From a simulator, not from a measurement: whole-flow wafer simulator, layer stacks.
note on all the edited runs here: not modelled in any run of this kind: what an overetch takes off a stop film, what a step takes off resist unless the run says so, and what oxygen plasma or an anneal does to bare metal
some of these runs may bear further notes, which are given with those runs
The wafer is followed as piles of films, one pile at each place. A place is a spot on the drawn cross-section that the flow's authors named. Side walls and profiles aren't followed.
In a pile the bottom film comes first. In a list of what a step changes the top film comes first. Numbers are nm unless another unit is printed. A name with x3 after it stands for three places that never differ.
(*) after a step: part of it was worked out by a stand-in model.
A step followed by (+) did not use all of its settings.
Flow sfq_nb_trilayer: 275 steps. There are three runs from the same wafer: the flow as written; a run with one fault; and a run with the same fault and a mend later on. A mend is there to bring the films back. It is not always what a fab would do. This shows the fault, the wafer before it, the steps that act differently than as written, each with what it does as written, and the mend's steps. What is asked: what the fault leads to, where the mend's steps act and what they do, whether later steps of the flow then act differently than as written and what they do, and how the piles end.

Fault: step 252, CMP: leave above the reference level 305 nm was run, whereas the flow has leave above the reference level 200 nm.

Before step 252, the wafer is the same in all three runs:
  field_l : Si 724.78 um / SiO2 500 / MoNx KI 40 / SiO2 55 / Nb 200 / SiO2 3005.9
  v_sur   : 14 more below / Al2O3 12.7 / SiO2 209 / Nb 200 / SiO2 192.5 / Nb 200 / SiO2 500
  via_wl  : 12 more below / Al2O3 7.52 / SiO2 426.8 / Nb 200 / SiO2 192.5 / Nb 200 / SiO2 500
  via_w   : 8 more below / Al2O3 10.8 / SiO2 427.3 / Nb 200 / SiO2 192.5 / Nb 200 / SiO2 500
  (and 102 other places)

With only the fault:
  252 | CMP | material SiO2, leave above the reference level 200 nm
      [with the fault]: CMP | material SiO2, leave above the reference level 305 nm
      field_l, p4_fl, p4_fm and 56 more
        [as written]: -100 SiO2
        [with the fault]: nothing
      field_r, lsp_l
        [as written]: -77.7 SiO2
        [with the fault]: nothing
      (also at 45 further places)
  Steps further on in the flow that do not act as written (6 other steps are not shown; they differ only slightly, by no more than 2% or 0.5 nm, whichever is larger):
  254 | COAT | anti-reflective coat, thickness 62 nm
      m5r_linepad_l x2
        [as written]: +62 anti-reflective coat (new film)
        [with the fault]: +64 anti-reflective coat (new film)
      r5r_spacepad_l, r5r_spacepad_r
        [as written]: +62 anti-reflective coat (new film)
        [with the fault]: +64.1 anti-reflective coat (new film)
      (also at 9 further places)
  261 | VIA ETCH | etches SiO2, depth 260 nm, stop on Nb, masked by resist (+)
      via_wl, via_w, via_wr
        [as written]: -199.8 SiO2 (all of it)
        [with the fault]: -260 SiO2
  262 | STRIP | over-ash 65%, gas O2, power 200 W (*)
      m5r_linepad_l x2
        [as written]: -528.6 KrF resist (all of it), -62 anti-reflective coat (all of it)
        [with the fault]: -528 KrF resist (all of it), -64 anti-reflective coat (all of it)
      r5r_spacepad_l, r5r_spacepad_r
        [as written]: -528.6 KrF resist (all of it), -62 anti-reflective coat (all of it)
        [with the fault]: -528.2 KrF resist (all of it), -64.1 anti-reflective coat (all of it)
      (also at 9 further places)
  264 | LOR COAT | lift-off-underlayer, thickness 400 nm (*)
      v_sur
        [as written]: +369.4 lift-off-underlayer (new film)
        [with the fault]: +359.8 lift-off-underlayer (new film)
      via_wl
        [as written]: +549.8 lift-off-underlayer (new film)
        [with the fault]: +593.1 lift-off-underlayer (new film)
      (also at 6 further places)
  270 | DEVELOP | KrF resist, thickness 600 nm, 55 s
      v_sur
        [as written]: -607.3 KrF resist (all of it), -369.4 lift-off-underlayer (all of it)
        [with the fault]: -608.4 KrF resist (all of it), -359.8 lift-off-underlayer (all of it)
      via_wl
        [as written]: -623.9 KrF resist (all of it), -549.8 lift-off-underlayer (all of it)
        [with the fault]: -631.3 KrF resist (all of it), -593.1 lift-off-underlayer (all of it)
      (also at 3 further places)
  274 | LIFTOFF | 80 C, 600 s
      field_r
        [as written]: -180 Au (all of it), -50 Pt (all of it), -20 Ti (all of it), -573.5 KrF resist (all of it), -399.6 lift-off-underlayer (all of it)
        [with the fault]: -180 Au (all of it), -50 Pt (all of it), -20 Ti (all of it), -576.7 KrF resist (all of it), -417.3 lift-off-underlayer (all of it)
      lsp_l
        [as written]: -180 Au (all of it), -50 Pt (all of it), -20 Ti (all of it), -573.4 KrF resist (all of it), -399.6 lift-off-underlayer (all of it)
        [with the fault]: -180 Au (all of it), -50 Pt (all of it), -20 Ti (all of it), -577.3 KrF resist (all of it), -416.3 lift-off-underlayer (all of it)
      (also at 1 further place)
  By the end, the piles at field_l, v_sur, via_wl and 103 more depart from the flow's by more than 2% or 0.5 nm, whichever is larger.
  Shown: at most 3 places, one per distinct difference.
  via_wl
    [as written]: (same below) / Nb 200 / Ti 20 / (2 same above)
    [with the fault]: (same below) / Nb 200 / SiO2 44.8 / Ti 20 / (2 same above)
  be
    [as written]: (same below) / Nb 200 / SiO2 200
    [with the fault]: (same below) / Nb 200 / SiO2 305
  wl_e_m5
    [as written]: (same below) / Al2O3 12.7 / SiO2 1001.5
    [with the fault]: (same below) / Al2O3 12.7 / SiO2 1101.5

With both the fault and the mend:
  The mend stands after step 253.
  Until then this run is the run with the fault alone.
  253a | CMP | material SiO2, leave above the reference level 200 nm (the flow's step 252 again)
      field_l, p4_fl, p4_fm and 56 more
        -100 SiO2
      v_sur, via_wl, via_w and 40 more
        -105 SiO2
      field_r, lsp_l
        -77.7 SiO2
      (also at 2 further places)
  Later steps of the flow that are run all act as written at every place that is followed.
  By the end, the piles equal the flow's at every place that both follow.
